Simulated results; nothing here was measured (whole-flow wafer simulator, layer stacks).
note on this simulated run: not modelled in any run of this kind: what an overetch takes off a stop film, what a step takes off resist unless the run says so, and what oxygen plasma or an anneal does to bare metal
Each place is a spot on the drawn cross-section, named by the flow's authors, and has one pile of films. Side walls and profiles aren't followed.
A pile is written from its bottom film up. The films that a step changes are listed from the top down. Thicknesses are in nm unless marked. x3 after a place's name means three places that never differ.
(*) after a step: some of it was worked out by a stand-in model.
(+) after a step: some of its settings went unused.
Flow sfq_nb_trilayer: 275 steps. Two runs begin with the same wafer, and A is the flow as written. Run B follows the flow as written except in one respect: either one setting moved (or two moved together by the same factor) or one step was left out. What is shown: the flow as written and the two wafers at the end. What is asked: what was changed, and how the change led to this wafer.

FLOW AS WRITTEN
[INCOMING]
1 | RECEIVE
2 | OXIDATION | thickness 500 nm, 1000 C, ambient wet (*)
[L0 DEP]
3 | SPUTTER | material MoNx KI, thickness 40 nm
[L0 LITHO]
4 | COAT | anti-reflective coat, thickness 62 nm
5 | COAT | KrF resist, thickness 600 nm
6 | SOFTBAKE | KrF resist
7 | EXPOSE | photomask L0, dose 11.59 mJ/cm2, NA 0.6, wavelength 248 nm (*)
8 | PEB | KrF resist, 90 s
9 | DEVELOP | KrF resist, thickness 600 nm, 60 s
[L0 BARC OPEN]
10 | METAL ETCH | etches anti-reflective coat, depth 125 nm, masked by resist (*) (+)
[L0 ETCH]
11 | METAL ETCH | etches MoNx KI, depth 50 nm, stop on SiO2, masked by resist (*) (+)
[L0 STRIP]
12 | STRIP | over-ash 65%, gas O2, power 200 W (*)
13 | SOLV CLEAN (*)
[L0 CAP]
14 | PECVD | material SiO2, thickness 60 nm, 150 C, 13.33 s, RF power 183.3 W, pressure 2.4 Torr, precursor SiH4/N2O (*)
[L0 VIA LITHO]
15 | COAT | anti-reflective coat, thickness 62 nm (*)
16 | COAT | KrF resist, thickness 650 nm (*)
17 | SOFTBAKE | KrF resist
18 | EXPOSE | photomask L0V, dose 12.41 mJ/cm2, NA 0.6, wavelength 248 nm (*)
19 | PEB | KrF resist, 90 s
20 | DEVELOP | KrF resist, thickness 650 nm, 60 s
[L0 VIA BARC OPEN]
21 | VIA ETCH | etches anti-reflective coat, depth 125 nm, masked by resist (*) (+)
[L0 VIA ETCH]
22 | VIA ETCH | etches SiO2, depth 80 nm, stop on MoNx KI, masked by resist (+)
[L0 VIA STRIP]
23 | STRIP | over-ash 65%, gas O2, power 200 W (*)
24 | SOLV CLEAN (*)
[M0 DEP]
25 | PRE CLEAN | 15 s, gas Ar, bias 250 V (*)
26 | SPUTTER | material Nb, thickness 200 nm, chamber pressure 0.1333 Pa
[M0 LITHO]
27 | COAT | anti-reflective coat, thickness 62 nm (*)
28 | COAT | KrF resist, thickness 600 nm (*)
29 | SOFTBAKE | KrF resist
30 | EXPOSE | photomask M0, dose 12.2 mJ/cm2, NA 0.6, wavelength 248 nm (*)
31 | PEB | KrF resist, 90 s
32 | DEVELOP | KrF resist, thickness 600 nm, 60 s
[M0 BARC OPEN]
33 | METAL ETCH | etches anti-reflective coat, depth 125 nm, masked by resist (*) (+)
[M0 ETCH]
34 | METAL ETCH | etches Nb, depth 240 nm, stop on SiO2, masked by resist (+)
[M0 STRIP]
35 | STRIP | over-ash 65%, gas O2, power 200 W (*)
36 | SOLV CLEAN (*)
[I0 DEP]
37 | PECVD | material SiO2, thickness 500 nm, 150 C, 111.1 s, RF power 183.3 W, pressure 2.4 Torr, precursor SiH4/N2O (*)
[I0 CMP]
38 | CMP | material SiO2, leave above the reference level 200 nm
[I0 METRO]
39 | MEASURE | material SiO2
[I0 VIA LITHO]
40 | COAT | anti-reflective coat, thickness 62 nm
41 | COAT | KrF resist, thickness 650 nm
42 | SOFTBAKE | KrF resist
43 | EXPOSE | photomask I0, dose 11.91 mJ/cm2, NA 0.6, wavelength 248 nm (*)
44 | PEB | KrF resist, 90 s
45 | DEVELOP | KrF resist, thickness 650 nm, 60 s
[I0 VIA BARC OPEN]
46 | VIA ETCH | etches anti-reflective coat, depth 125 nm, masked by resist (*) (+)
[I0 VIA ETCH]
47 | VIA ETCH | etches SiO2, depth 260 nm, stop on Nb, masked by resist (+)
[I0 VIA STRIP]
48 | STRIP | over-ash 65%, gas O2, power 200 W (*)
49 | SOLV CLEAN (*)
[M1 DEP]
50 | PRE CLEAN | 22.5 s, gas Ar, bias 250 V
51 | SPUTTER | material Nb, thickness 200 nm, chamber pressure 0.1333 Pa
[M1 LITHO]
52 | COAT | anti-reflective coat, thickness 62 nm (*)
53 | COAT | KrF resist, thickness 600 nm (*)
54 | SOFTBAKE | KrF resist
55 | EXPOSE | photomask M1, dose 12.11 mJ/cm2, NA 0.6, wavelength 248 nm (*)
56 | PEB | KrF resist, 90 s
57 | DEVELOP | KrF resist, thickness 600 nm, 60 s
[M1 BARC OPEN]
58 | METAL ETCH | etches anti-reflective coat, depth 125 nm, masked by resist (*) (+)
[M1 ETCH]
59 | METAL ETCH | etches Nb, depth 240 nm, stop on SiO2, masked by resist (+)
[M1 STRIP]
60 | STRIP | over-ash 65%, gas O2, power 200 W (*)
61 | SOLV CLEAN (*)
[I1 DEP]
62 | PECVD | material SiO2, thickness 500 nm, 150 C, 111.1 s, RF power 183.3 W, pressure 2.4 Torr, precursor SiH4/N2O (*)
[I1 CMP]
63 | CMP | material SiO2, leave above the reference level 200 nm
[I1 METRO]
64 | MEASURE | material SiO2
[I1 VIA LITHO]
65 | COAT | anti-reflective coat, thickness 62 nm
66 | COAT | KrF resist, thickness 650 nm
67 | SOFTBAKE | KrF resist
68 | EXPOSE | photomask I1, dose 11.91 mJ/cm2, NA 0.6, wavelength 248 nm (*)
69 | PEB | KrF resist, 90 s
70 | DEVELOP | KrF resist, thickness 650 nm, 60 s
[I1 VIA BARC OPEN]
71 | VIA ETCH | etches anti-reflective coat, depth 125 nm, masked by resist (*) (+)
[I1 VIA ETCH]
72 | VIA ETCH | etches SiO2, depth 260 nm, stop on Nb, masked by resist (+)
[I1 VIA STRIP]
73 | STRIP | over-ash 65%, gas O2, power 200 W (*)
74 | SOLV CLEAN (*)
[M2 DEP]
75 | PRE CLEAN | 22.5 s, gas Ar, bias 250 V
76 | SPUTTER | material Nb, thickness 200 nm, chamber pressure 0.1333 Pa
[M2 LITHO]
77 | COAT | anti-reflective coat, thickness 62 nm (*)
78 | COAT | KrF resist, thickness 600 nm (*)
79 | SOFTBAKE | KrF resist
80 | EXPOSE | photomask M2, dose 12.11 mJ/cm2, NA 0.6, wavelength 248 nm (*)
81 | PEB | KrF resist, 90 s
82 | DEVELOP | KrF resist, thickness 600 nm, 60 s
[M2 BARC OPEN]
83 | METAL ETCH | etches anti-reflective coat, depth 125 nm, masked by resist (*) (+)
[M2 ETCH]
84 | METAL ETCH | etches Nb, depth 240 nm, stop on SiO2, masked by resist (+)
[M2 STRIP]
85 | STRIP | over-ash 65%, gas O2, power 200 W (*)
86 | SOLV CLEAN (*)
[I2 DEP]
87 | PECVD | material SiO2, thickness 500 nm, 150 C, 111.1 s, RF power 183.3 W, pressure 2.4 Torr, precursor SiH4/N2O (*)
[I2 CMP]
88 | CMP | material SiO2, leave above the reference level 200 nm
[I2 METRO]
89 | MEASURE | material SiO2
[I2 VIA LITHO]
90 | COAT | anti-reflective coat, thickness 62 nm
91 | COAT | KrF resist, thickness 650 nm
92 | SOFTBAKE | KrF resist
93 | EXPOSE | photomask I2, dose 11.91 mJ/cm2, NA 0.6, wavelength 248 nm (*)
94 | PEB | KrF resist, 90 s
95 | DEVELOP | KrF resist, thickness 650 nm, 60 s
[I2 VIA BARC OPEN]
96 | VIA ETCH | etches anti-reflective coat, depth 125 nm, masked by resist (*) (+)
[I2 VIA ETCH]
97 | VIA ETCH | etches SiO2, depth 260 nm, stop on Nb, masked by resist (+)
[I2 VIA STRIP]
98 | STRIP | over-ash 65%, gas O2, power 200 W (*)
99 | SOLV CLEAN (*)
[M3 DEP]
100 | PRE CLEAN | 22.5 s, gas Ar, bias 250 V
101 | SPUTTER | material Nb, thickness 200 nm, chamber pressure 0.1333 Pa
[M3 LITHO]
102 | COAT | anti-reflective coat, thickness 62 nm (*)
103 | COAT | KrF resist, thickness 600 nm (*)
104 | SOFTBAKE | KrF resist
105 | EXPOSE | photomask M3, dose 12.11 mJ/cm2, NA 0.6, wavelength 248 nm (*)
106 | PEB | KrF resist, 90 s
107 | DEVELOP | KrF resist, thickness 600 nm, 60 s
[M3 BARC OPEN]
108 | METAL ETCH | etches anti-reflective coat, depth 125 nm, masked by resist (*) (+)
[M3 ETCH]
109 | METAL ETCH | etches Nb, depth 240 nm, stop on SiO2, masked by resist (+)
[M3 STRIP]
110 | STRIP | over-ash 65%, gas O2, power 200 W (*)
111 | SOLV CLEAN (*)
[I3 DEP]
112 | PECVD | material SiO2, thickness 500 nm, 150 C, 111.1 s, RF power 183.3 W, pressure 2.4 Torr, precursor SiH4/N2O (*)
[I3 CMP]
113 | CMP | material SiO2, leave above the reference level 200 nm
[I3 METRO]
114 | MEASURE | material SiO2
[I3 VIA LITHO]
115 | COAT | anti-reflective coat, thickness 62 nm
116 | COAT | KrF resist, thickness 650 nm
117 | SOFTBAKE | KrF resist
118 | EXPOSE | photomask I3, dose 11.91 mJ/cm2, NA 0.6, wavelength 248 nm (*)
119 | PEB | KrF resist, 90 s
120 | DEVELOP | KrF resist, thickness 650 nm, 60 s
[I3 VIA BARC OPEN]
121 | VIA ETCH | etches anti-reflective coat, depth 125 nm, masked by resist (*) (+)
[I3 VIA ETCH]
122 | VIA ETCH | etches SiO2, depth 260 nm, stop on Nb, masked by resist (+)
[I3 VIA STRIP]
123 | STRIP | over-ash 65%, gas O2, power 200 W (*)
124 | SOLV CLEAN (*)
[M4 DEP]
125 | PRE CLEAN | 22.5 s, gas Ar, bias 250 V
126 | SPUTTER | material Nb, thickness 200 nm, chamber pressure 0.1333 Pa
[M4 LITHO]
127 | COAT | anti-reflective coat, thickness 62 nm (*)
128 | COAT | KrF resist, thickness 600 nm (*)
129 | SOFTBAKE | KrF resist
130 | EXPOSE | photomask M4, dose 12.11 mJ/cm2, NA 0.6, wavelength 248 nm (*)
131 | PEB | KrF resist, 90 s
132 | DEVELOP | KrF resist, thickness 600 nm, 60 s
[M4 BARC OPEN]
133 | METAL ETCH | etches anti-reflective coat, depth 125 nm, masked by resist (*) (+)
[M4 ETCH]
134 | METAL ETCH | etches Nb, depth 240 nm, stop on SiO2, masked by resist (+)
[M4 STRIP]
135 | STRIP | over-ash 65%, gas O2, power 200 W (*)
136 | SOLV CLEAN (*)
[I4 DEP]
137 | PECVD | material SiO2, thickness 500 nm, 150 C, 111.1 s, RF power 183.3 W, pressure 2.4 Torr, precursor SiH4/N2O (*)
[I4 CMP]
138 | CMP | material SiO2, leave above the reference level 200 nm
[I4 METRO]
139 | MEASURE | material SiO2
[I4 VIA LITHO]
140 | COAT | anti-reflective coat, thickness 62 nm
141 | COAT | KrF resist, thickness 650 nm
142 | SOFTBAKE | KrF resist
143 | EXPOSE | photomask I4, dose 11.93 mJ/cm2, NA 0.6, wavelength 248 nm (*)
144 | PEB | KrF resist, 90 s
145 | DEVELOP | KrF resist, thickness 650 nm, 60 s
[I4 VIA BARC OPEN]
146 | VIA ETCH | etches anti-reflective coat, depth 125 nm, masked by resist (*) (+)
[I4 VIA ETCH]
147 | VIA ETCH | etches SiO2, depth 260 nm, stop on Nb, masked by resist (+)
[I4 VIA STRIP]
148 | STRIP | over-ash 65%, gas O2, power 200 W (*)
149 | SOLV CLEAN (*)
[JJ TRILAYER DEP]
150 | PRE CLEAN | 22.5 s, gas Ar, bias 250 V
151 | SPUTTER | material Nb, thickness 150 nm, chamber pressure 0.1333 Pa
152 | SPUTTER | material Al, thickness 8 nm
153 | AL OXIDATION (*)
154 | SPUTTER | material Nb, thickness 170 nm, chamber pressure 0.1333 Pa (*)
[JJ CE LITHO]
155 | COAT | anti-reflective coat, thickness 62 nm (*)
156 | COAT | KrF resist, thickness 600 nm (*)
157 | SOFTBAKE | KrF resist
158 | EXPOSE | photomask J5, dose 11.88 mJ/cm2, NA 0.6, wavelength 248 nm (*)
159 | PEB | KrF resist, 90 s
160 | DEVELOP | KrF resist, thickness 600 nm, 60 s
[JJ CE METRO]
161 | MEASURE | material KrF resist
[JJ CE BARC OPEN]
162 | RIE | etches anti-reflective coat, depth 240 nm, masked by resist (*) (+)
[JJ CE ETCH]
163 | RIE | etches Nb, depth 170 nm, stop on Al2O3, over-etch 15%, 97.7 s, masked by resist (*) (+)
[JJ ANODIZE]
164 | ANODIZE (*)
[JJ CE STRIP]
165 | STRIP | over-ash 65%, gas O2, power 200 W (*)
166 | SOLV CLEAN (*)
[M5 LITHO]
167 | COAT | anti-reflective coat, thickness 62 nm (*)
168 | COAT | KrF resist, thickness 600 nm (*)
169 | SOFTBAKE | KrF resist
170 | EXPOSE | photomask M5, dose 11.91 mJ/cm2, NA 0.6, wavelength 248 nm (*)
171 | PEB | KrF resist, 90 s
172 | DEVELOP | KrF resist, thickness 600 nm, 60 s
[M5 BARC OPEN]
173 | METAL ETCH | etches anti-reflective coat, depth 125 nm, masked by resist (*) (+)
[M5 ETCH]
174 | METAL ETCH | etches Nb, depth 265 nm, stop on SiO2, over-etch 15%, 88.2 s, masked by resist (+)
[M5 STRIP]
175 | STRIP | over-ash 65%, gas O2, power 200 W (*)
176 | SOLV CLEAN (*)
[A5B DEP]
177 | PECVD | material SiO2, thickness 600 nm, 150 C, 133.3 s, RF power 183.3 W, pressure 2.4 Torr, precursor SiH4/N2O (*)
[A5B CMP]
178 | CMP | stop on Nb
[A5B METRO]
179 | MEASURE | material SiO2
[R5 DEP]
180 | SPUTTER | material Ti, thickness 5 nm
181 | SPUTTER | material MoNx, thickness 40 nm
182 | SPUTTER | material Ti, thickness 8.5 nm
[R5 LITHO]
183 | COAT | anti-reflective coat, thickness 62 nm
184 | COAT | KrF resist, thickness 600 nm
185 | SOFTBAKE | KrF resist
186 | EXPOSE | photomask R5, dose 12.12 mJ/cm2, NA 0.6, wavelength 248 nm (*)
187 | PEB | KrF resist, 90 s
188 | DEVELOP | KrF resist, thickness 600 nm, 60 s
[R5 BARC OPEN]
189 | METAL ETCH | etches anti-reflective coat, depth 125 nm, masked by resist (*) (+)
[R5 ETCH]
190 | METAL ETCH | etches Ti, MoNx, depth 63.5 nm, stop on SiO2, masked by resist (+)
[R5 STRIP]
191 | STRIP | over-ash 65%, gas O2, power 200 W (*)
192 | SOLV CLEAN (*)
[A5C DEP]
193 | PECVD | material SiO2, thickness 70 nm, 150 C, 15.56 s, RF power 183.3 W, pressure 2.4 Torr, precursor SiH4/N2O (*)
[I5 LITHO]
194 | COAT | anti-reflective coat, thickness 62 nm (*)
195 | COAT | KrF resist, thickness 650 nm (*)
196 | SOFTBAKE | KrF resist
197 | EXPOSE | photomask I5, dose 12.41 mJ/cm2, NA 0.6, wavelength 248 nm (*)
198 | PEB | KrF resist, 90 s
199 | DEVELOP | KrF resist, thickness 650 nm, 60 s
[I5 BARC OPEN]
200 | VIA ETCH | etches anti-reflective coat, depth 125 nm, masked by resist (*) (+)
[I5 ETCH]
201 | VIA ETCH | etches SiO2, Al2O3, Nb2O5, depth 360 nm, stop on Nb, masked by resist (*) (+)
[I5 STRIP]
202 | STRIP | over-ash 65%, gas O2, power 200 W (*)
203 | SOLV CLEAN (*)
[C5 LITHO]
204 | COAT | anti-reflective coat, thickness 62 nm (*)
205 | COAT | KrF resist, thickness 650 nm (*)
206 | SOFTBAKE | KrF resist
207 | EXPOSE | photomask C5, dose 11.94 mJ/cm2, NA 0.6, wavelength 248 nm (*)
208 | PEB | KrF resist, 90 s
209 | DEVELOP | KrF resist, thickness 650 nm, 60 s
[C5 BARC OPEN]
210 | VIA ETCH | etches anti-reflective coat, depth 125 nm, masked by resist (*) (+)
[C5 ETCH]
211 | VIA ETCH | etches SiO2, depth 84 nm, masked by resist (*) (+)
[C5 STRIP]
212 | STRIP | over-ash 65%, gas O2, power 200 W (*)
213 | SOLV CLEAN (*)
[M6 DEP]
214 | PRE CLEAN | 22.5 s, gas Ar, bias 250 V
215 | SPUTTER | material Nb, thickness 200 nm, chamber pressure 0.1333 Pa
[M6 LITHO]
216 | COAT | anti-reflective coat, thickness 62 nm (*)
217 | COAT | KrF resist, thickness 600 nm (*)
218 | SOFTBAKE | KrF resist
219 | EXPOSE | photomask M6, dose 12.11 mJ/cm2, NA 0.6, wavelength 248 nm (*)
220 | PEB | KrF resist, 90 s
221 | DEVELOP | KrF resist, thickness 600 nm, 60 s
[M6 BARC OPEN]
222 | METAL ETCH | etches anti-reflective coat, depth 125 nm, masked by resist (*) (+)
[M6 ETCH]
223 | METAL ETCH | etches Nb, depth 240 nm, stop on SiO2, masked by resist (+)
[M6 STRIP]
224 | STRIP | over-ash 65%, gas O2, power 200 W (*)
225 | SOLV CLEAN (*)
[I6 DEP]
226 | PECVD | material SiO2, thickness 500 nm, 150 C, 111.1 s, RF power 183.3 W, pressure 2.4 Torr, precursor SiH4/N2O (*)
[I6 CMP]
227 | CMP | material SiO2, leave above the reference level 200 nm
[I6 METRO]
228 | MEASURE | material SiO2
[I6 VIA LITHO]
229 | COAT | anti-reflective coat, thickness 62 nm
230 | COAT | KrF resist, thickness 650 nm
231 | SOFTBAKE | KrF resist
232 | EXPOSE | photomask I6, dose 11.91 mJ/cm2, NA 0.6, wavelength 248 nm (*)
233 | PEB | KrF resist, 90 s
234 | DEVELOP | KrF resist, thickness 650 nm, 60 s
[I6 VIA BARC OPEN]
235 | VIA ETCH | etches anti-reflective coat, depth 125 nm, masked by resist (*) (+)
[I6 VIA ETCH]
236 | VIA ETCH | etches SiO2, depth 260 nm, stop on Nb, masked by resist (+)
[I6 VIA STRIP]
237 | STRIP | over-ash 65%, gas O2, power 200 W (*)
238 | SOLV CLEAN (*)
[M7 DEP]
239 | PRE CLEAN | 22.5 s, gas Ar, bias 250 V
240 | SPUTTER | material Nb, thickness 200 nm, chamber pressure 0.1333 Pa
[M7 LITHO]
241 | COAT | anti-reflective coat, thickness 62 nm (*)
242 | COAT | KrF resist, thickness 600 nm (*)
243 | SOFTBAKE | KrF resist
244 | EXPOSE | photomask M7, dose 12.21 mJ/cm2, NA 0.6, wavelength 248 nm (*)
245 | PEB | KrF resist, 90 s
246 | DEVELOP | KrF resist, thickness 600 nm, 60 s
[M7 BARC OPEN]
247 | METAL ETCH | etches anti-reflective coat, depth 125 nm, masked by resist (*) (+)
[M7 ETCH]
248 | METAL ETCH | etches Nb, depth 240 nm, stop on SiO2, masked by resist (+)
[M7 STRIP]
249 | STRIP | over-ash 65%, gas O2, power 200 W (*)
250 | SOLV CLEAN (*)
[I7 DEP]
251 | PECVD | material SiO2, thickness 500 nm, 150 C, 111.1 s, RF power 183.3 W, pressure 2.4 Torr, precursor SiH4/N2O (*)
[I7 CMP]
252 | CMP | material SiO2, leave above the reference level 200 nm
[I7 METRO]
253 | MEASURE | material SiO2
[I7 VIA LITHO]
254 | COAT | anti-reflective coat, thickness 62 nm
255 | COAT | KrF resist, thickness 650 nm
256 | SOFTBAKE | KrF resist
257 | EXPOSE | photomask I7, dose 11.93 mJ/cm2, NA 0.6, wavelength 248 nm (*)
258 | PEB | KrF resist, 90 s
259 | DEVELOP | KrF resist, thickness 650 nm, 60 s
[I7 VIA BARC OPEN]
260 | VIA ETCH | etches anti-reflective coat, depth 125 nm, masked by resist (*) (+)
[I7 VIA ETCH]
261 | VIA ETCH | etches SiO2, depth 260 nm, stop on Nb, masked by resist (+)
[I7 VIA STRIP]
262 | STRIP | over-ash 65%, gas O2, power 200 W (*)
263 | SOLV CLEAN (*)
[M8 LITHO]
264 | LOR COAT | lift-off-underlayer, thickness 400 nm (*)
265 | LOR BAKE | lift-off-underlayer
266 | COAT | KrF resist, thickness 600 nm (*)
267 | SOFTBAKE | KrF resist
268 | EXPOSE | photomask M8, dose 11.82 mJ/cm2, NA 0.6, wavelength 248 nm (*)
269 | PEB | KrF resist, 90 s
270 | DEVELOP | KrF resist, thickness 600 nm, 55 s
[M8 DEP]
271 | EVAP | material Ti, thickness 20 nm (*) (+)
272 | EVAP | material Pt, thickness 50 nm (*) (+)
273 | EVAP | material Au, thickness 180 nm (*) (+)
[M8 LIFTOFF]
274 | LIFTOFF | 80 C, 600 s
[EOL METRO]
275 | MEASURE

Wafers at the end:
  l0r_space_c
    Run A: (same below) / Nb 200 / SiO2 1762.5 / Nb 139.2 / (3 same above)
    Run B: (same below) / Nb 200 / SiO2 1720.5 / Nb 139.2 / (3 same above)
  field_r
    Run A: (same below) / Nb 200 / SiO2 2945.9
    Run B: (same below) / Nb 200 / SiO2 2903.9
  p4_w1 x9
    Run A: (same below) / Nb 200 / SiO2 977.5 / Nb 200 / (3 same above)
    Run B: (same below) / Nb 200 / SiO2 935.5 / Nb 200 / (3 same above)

The reason: step 76, SPUTTER: thickness 158 nm was run, whereas the flow has thickness 200 nm.

How this came from the change, step by step:
  76 | SPUTTER | material Nb, thickness 200 nm, chamber pressure 0.1333 Pa
      field_l, v_sur, via_wl and 102 more: A +200 Nb (new film) | B +158 Nb (new film)
      via_v: A +174.5 Nb | B +138.4 Nb
  84 | METAL ETCH | etches Nb, depth 240 nm, stop on SiO2, masked by resist (+)
      field_l, be, be_sur and 81 more: A -200 Nb (all of it) | B -158 Nb (all of it)
  88 | CMP | material SiO2, leave above the reference level 200 nm
      field_l, be, be_sur and 81 more: A -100 SiO2 | B -142 SiO2
      via_v: A -181.6 SiO2 | B -177.4 SiO2
